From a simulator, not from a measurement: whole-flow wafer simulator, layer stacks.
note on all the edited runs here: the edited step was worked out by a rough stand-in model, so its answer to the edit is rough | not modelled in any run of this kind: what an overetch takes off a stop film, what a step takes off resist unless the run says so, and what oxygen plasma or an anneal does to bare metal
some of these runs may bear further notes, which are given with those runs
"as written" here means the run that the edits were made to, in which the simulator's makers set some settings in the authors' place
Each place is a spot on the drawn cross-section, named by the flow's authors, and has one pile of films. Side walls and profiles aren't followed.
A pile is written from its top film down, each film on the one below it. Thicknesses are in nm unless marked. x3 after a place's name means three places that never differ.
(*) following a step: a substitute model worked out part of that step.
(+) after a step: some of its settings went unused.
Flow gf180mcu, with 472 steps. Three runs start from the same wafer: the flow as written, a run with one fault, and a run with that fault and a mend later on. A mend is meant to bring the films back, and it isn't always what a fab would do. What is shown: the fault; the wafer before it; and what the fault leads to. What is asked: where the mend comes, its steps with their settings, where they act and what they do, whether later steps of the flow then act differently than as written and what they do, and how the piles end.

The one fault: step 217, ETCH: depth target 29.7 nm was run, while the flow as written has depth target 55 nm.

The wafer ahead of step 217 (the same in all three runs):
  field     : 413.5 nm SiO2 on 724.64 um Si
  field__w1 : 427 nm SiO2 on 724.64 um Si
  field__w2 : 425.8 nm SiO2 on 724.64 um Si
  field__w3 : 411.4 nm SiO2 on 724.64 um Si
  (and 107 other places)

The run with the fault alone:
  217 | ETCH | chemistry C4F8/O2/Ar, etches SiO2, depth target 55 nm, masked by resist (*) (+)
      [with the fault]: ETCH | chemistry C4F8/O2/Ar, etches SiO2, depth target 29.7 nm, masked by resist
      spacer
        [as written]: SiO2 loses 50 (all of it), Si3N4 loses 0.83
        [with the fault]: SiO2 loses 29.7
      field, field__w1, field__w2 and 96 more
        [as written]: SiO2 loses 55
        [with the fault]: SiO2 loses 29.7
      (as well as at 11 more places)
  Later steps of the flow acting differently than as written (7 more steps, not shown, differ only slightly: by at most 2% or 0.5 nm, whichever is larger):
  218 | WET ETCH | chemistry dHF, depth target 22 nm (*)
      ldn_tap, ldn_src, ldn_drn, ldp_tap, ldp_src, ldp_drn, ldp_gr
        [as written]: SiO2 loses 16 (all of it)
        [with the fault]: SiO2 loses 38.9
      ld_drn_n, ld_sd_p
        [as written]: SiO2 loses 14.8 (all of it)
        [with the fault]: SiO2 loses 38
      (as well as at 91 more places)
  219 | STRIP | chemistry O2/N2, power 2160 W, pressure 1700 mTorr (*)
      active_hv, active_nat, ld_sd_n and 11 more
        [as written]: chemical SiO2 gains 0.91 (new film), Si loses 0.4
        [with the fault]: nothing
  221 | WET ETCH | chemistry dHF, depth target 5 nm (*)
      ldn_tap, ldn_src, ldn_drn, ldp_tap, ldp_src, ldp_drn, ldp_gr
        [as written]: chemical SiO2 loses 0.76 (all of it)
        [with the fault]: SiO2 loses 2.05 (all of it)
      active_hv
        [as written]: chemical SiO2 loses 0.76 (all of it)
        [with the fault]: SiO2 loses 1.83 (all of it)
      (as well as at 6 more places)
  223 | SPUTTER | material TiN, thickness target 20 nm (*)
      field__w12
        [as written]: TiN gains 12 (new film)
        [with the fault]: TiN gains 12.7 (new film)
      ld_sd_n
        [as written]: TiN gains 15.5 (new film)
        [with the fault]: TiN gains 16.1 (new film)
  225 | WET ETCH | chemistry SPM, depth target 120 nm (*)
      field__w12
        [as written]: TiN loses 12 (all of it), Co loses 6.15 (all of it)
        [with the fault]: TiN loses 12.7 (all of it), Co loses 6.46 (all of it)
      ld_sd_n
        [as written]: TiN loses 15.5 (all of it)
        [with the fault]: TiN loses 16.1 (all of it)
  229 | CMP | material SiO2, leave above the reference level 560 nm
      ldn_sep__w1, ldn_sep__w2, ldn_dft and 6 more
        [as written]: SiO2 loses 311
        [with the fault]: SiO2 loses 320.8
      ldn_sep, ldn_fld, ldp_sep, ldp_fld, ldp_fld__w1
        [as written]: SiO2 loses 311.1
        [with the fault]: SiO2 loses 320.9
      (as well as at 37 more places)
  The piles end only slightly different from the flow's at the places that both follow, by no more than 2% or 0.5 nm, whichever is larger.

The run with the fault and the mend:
  The mend follows step 217.
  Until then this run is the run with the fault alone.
  217a | ETCH | chemistry C4F8/O2/Ar, etches SiO2, depth target 25.3 nm, masked by resist (*) (+) (the flow's step 217 again, with other settings)
      field, field__w1, field__w2 and 96 more
        SiO2 loses 25.3
      field__w5, field__w9, field__w13 and 8 more
        resist loses 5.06
      spacer
        SiO2 loses 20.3 (all of it), Si3N4 loses 0.83
  None of the later steps of the flow differs from how it acts as written, at any place that is followed, by more than 2% or 0.5 nm, whichever is larger.
  The piles end only slightly different from the flow's at the places that both follow, by no more than 2% or 0.5 nm, whichever is larger.
